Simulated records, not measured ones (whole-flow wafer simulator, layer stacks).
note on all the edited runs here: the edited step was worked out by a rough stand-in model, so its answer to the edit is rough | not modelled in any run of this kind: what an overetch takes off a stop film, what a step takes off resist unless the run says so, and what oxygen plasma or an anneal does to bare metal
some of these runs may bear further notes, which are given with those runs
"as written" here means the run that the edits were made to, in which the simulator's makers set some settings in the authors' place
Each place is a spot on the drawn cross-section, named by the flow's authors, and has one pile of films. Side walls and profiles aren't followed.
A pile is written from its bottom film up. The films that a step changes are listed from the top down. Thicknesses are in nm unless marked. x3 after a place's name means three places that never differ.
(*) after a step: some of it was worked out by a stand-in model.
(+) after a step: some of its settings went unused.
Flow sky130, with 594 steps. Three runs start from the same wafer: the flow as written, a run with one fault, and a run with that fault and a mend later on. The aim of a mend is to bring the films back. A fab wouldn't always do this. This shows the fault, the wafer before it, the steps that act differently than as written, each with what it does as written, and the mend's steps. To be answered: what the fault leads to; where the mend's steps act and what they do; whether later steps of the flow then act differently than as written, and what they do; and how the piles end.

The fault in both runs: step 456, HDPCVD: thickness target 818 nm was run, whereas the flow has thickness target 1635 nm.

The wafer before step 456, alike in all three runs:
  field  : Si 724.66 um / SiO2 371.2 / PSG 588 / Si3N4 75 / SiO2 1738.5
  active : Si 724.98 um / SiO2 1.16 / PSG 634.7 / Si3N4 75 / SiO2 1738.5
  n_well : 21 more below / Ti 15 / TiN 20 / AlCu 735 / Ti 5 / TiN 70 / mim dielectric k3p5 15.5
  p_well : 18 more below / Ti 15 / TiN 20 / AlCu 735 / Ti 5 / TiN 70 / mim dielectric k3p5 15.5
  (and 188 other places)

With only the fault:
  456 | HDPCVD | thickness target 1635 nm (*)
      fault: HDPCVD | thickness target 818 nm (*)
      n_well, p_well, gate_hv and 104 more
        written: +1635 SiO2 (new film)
        fault: +818 SiO2 (new film)
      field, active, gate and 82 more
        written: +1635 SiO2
        fault: +818 SiO2
  Steps later in the flow that act otherwise than as written (13 more steps, not shown, differ only slightly: by at most 2% or 0.5 nm, whichever is larger):
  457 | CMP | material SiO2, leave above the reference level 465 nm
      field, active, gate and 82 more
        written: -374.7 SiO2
        fault: nothing
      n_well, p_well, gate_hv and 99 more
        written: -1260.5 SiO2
        fault: -443.5 SiO2
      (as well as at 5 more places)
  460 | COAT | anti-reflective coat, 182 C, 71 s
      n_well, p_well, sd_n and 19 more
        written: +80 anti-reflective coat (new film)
        fault: +3 anti-reflective coat (new film)
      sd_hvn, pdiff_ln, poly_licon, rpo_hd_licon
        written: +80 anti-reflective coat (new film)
        fault: +44.5 anti-reflective coat (new film)
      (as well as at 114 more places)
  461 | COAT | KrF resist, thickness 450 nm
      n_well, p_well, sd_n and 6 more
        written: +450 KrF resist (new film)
        fault: +71.5 KrF resist (new film)
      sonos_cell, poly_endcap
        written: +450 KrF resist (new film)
        fault: +484.9 KrF resist (new film)
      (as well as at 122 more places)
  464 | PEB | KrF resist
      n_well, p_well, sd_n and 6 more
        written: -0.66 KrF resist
        fault: -0.09 KrF resist
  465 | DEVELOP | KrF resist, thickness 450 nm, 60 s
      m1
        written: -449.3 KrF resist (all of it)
        fault: -263.5 KrF resist (all of it)
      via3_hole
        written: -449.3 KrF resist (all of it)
        fault: -148.8 KrF resist (all of it)
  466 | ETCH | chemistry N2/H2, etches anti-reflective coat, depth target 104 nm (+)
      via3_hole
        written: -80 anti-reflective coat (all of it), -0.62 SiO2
        fault: -21.7 anti-reflective coat (all of it)
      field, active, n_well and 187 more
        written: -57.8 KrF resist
        fault: -12.1 KrF resist
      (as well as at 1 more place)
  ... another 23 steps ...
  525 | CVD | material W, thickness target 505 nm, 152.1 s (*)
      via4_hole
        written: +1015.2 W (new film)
        fault: +1043.3 W (new film)
  The piles end different from the flow's at field, active, gate and 84 more by more than 2% or 0.5 nm, whichever is larger.
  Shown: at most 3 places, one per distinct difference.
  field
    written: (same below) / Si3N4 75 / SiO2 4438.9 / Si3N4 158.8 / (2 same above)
    fault: (same below) / Si3N4 75 / SiO2 2556.5 / TiN 20 / W 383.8 / SiO2 1478.6 / Si3N4 158.8 / (2 same above)
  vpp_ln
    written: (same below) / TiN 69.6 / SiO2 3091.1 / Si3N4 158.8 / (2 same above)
    fault: (same below) / TiN 69.6 / SiO2 1208.7 / TiN 20 / W 383.8 / SiO2 1478.6 / Si3N4 158.8 / (2 same above)
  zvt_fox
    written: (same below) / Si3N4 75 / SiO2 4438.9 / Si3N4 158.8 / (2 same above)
    fault: (same below) / Si3N4 75 / SiO2 2556.5 / TiN 20 / W 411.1 / SiO2 1451.3 / Si3N4 158.8 / (2 same above)

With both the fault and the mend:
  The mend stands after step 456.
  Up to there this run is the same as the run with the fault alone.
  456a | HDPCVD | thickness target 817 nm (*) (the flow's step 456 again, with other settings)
      field, active, n_well and 189 more
        +817 SiO2
  None of the later steps of the flow acts differently than as written at any place that is followed.
  At every place that both follow, the piles at the end match the flow's.
